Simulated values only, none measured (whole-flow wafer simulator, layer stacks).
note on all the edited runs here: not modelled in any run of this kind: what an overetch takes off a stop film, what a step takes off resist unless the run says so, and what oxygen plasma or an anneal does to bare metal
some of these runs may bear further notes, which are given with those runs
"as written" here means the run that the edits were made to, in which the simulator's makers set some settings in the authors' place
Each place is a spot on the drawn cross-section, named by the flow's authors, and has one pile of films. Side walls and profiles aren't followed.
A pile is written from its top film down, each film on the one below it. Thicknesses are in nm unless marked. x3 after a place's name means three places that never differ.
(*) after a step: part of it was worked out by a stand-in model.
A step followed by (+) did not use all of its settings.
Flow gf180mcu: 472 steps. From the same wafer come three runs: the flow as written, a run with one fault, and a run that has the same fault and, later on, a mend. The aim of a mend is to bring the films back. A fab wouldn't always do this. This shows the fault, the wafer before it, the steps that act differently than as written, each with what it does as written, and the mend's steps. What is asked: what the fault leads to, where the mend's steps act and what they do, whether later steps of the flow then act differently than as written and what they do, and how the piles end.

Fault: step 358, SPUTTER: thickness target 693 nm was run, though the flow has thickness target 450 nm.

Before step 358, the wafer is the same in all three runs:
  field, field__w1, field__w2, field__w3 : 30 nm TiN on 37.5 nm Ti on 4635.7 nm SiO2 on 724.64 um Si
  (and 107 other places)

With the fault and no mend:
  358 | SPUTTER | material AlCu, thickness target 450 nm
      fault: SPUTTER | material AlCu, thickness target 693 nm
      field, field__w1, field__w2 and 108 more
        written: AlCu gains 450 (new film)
        fault: AlCu gains 693 (new film)
  Steps further on in the flow that do not act as written:
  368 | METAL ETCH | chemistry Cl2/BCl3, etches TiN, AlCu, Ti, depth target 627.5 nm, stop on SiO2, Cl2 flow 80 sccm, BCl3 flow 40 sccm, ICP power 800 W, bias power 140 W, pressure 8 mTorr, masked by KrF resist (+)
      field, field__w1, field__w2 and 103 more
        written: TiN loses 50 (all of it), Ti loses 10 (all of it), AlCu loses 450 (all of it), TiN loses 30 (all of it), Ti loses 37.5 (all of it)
        fault: TiN loses 50 (all of it), Ti loses 10 (all of it), AlCu loses 567.5
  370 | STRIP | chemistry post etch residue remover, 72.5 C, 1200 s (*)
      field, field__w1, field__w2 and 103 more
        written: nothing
        fault: AlCu loses 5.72
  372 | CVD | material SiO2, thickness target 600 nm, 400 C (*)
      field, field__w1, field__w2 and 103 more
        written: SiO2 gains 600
        fault: SiO2 gains 600 (new film)
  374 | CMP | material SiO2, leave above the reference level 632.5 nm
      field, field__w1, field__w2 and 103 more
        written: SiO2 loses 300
        fault: SiO2 loses 244.3
  By the end, the piles at field, field__w1, field__w2 and 109 more depart from the flow's by more than 2% or 0.5 nm, whichever is larger.
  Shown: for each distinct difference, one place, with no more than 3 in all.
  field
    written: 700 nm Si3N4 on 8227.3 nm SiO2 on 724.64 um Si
    fault: 700 nm Si3N4 on 3647.3 nm SiO2 on 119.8 nm AlCu on 30 nm TiN on 37.5 nm Ti on 4635.7 nm SiO2 on 724.64 um Si
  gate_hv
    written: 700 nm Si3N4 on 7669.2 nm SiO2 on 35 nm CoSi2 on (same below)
    fault: 700 nm Si3N4 on 3647.3 nm SiO2 on 119.8 nm AlCu on 30 nm TiN on 37.5 nm Ti on 4077.6 nm SiO2 on 35 nm CoSi2 on (same below)
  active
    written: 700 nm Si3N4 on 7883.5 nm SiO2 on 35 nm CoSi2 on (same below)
    fault: 700 nm Si3N4 on 3647.3 nm SiO2 on 119.8 nm AlCu on 30 nm TiN on 37.5 nm Ti on 4291.9 nm SiO2 on 35 nm CoSi2 on (same below)

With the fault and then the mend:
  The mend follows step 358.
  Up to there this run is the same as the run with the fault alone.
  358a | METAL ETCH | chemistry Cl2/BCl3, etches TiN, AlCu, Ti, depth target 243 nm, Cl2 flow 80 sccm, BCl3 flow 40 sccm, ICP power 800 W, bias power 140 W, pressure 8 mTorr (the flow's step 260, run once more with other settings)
      field, field__w1, field__w2 and 108 more
        AlCu loses 243
  None of the later steps of the flow acts differently than as written at any place that is followed.
  At every place that both follow, the piles at the end match the flow's.
